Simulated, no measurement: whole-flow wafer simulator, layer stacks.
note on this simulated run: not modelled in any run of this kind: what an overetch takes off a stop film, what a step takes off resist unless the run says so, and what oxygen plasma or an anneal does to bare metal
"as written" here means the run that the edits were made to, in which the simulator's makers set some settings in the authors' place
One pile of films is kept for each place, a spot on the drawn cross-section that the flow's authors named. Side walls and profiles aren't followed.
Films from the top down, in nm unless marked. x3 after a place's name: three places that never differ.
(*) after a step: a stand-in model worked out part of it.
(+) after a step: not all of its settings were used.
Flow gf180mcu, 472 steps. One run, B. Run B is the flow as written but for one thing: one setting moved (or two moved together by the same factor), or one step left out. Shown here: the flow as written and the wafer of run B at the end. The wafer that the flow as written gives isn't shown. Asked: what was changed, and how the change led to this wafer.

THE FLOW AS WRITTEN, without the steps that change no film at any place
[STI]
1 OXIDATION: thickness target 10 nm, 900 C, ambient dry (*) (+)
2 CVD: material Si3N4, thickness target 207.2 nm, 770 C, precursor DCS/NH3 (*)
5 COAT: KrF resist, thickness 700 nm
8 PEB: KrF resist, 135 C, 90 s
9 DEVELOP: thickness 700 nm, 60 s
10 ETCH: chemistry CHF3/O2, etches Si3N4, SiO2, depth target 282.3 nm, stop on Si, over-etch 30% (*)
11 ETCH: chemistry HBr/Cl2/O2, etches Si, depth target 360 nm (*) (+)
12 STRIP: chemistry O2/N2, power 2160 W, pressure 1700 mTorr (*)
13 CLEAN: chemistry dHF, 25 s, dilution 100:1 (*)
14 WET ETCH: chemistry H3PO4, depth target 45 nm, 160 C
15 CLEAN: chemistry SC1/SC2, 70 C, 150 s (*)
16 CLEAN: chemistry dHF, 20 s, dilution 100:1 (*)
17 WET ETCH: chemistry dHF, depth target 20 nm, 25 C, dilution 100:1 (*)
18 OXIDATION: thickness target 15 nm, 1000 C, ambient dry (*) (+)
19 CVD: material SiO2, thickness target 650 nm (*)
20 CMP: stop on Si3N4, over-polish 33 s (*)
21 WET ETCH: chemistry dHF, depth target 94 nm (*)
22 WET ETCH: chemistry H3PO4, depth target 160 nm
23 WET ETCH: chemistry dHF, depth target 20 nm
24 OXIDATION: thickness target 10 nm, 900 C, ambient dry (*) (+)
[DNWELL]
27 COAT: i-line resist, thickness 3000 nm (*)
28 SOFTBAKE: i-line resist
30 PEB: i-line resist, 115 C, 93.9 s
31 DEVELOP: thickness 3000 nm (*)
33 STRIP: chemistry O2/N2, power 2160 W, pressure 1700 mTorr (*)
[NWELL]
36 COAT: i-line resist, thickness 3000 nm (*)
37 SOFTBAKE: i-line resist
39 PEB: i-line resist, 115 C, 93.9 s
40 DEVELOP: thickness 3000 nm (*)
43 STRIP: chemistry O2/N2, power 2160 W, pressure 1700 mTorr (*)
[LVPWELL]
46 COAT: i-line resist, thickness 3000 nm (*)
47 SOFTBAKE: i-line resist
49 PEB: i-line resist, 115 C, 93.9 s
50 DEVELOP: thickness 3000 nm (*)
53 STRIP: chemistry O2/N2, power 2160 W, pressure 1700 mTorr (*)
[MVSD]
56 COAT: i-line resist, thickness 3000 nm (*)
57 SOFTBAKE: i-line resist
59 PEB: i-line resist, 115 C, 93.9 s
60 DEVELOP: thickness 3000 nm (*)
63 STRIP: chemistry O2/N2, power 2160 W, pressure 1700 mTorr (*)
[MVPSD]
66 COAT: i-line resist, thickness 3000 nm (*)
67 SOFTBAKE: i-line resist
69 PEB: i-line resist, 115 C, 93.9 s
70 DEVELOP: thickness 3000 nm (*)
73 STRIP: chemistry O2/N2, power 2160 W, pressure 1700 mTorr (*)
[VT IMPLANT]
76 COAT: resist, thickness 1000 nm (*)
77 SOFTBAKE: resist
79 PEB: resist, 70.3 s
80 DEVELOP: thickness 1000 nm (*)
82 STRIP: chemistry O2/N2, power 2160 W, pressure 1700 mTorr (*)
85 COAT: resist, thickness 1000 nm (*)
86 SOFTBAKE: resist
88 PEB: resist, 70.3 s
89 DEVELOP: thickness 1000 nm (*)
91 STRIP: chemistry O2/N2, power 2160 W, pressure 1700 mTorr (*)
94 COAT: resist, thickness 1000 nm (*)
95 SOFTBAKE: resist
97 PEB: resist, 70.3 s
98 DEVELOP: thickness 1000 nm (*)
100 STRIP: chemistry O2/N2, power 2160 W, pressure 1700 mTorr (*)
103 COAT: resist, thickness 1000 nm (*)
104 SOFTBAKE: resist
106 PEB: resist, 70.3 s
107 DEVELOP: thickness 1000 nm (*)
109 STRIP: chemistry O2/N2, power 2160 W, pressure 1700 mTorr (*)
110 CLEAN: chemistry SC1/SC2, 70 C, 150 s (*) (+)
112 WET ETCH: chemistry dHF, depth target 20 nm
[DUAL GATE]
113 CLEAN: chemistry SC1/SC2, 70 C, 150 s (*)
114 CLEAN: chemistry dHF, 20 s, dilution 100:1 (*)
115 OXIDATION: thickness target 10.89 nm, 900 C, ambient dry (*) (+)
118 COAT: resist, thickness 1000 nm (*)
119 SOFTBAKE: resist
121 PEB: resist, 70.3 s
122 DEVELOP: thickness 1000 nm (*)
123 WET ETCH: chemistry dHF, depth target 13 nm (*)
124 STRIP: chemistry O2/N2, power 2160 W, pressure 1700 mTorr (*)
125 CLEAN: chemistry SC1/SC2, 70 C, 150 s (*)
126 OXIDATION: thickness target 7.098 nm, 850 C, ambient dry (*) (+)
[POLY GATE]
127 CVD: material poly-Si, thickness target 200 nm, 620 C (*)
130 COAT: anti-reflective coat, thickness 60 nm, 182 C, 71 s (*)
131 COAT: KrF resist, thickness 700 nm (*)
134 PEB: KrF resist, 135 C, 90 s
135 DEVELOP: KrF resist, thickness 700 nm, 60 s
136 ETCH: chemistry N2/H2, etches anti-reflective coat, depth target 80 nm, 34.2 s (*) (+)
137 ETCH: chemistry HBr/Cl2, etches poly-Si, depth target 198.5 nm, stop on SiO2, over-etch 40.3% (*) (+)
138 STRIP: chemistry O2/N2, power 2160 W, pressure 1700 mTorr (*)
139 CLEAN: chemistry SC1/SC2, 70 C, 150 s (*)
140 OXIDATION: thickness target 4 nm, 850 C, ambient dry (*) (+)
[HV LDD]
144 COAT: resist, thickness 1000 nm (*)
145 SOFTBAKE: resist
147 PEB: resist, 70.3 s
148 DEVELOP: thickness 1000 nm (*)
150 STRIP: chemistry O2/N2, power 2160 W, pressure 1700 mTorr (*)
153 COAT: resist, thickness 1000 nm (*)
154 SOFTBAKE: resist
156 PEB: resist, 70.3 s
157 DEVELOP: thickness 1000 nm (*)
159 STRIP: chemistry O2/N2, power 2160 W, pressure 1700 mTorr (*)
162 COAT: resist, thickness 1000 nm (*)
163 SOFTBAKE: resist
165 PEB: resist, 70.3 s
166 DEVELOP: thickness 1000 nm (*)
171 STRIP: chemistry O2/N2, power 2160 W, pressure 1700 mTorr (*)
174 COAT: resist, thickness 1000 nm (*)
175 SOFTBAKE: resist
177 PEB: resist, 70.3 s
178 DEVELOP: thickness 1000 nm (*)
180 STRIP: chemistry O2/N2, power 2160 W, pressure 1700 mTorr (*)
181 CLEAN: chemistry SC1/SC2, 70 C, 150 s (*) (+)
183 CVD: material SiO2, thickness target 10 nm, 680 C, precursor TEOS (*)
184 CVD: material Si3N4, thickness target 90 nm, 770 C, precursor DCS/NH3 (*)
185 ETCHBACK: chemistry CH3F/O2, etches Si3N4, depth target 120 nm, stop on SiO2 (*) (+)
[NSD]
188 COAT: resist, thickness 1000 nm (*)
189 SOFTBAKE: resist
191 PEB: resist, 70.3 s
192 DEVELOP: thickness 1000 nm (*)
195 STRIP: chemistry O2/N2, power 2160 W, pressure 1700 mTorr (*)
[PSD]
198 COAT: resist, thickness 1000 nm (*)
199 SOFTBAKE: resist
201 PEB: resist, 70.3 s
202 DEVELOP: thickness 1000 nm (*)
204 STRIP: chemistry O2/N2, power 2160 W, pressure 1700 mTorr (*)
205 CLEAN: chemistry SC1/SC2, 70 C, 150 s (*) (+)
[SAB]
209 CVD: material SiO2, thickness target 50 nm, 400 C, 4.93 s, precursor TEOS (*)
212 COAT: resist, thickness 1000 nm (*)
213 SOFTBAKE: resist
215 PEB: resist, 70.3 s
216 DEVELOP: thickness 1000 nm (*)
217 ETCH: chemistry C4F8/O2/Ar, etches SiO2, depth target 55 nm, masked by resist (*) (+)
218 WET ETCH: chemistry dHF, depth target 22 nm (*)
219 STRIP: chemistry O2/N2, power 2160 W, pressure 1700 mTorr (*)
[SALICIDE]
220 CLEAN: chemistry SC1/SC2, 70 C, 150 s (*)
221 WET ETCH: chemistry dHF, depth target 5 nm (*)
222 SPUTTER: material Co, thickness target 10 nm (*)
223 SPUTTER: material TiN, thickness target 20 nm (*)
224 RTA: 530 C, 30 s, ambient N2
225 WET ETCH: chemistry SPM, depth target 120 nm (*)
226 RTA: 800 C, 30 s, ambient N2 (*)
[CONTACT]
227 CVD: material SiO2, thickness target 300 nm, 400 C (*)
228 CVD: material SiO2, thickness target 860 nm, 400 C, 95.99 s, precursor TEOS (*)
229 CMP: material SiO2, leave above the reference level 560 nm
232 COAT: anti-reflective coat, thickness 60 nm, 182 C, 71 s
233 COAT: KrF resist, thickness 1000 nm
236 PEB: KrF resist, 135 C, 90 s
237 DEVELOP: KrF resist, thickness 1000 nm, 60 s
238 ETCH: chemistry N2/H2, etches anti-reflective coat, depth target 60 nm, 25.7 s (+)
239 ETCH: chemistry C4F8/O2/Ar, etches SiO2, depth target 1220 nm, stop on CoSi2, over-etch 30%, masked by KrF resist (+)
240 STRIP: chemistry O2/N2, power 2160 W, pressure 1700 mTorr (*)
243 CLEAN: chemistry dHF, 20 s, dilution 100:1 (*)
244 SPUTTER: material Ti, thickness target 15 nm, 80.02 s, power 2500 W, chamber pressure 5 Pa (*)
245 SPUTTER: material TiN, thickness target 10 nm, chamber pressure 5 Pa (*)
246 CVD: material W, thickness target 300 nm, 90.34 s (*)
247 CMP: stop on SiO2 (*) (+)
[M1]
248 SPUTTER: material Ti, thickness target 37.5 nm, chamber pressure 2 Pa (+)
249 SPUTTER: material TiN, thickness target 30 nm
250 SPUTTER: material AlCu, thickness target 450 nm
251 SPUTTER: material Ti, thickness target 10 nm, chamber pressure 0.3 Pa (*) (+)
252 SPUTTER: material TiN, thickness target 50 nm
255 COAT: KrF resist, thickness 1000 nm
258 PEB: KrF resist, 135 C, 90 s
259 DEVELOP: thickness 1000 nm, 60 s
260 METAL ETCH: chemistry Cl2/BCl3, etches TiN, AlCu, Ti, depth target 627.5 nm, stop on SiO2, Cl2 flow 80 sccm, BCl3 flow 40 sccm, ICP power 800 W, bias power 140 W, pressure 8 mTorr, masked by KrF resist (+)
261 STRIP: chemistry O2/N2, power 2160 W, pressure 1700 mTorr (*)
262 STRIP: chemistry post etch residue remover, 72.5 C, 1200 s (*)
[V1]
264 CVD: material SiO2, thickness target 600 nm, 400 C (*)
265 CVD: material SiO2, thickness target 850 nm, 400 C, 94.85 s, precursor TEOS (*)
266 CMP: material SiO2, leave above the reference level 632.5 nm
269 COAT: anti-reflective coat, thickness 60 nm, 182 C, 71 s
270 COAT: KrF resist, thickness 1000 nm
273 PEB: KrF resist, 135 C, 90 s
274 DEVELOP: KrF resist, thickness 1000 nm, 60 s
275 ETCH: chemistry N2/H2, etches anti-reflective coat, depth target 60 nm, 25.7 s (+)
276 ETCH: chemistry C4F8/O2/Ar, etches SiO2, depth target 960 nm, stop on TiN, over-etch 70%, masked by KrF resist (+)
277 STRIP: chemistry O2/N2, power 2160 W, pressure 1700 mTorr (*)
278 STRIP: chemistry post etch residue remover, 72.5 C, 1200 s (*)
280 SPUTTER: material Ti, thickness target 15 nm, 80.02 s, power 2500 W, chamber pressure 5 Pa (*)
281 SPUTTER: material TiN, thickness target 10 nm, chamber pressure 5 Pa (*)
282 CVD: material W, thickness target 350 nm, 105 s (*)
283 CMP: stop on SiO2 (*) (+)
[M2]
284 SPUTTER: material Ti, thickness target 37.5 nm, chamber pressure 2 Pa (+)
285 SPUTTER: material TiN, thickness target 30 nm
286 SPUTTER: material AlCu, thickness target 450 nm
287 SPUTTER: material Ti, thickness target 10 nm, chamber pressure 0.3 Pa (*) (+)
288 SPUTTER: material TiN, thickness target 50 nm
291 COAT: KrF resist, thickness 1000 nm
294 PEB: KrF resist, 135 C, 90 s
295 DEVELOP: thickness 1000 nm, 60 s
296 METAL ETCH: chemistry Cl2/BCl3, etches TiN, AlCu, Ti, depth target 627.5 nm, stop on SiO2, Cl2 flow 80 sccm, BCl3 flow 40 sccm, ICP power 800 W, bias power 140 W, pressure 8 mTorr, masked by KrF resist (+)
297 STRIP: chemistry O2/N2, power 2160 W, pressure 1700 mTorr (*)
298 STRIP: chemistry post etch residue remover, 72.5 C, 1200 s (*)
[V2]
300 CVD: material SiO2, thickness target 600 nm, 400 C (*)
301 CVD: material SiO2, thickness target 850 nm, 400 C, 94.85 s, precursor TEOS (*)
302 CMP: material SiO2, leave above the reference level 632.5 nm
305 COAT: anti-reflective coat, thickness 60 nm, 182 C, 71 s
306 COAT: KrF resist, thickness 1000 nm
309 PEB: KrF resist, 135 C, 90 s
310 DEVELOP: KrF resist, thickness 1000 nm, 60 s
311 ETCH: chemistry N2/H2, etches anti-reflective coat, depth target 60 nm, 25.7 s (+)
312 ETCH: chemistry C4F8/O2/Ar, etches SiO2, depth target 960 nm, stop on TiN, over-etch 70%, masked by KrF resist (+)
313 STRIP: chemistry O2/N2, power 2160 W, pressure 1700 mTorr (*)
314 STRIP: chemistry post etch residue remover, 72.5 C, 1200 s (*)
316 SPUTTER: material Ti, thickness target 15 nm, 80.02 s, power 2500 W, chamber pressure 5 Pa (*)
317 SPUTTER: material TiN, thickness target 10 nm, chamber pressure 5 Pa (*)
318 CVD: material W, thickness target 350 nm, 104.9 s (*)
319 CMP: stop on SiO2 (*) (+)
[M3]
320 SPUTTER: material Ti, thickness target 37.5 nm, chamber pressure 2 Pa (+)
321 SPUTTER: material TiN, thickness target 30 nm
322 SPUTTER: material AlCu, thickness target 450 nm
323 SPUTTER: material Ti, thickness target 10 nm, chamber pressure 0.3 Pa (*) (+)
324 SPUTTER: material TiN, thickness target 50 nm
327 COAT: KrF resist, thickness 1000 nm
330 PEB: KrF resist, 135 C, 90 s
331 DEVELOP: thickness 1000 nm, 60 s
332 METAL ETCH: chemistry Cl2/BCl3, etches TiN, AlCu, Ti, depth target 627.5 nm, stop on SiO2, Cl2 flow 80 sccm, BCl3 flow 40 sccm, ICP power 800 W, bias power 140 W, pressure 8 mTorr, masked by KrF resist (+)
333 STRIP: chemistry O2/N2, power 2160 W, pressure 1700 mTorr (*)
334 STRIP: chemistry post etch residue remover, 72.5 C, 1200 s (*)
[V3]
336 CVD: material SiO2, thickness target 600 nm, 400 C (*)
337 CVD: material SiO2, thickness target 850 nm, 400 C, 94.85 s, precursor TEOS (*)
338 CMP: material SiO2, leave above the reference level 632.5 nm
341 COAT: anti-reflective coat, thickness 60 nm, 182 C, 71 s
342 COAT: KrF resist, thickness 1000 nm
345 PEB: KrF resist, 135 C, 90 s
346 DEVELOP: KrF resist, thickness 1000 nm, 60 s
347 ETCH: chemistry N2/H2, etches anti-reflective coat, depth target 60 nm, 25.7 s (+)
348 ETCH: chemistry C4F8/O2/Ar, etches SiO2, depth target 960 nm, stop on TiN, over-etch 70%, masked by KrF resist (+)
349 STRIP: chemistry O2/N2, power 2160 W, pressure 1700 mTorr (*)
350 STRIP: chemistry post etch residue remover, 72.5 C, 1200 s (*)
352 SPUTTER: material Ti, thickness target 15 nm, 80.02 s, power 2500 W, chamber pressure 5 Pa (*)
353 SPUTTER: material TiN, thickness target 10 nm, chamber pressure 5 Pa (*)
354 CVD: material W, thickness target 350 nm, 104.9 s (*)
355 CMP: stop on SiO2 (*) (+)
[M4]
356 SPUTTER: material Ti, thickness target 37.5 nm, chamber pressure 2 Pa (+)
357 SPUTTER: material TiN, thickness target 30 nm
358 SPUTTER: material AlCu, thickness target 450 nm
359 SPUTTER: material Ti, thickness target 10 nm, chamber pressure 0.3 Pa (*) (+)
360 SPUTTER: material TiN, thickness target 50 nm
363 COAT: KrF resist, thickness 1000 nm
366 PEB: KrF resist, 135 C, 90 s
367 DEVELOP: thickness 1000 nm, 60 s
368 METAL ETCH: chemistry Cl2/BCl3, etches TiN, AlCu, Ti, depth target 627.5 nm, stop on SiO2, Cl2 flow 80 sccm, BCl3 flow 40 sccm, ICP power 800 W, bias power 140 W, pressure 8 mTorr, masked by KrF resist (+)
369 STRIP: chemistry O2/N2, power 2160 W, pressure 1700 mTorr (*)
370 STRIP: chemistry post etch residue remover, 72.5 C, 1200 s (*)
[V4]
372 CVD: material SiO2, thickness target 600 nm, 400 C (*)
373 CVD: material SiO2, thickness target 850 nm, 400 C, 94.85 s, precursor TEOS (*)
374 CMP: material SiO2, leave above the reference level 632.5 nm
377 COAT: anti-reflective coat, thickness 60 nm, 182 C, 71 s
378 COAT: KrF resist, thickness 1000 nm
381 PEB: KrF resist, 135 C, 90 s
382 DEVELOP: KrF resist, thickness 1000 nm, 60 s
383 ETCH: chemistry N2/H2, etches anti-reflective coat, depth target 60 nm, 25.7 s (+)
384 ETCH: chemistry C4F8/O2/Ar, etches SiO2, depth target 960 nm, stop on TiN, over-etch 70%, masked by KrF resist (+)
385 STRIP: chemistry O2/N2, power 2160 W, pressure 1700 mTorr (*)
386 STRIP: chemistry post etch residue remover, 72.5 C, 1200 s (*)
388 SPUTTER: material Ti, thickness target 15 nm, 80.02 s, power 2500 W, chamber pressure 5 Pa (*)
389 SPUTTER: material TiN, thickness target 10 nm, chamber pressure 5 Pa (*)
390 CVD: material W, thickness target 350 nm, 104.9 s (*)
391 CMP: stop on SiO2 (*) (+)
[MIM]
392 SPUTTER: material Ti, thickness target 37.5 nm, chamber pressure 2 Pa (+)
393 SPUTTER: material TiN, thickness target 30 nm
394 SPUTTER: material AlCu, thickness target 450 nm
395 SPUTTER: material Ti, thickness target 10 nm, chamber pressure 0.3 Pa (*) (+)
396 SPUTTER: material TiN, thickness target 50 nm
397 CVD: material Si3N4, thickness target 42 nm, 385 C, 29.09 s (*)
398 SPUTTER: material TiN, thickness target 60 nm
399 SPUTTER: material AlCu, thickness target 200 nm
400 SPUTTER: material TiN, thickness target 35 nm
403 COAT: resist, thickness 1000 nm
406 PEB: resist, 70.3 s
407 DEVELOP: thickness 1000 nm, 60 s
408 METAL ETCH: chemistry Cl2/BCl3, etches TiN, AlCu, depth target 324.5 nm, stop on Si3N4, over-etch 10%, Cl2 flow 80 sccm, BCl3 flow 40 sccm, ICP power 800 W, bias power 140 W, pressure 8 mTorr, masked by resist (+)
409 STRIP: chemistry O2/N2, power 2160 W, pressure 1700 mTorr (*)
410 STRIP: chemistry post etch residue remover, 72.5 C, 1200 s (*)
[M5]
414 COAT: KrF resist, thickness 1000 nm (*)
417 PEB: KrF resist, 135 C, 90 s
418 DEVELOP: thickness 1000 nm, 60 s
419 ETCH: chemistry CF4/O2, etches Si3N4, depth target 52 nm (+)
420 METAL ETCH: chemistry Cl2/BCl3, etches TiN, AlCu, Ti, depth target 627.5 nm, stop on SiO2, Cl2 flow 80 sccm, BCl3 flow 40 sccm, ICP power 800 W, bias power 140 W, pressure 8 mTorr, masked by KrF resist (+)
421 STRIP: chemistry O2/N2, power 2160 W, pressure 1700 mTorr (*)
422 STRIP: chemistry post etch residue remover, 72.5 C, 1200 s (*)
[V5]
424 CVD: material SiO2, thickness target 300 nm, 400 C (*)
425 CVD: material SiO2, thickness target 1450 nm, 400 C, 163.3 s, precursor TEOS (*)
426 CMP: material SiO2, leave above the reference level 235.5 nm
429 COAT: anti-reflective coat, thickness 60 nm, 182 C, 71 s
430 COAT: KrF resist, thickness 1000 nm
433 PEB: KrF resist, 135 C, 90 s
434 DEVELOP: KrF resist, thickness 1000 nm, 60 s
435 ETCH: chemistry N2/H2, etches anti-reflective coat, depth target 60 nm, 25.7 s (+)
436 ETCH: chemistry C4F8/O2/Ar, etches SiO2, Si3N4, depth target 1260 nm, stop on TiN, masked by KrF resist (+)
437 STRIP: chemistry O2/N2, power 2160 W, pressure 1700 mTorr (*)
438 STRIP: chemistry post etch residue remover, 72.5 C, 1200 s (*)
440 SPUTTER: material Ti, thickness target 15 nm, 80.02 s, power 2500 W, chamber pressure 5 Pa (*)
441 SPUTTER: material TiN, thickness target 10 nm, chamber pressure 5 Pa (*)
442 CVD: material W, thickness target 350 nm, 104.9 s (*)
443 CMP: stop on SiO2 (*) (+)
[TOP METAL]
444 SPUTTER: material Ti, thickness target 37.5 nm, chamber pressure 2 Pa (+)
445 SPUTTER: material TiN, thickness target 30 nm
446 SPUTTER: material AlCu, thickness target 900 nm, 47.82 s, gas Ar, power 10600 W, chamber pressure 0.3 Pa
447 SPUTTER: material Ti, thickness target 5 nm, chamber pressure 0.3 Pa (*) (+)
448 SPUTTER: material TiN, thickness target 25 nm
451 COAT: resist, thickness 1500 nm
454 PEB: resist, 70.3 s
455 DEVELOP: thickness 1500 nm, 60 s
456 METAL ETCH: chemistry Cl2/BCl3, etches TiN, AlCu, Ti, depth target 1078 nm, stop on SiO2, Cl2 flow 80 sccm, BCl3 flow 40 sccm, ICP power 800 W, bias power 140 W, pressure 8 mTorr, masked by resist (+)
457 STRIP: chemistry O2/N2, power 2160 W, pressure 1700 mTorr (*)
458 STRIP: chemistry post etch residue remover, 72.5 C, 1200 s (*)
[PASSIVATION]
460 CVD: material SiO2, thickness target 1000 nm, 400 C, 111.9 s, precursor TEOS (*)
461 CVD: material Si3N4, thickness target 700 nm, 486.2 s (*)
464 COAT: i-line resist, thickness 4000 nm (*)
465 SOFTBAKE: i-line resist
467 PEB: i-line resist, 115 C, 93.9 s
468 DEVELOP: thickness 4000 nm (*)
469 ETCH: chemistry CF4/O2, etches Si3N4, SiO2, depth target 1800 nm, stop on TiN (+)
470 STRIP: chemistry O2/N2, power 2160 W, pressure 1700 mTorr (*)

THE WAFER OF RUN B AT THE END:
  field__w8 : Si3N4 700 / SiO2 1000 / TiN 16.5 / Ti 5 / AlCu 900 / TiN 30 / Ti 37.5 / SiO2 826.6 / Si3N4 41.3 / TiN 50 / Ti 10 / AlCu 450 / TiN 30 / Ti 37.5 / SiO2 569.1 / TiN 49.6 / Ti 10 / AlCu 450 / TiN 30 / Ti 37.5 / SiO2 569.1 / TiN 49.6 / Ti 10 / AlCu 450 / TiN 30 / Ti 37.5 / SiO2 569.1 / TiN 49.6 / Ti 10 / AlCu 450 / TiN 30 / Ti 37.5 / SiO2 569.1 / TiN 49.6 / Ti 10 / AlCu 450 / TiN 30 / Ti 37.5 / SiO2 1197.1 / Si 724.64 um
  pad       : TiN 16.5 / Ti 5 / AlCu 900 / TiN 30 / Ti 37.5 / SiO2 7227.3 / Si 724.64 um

The cause: step 448, SPUTTER: thickness target 16.9 nm was run, where the flow has thickness target 25 nm.

How the change led to this, step by step:
  448 SPUTTER: material TiN, thickness target 25 nm
      field, field__w1, field__w2 and 109 more: TiN +16.9 (new film) (as written it would be: TiN +25 (new film))
  456 METAL ETCH: chemistry Cl2/BCl3, etches TiN, AlCu, Ti, depth target 1078 nm, stop on SiO2, Cl2 flow 80 sccm, BCl3 flow 40 sccm, ICP power 800 W, bias power 140 W, pressure 8 mTorr, masked by resist (+)
      field, field__w1, field__w2 and 103 more: TiN -16.9 (all of it), Ti -5 (all of it), AlCu -900 (all of it), TiN -30 (all of it), Ti -37.5 (all of it) (as written it would be: TiN -25 (all of it), Ti -5 (all of it), AlCu -900 (all of it), TiN -30 (all of it), Ti -37.5 (all of it))
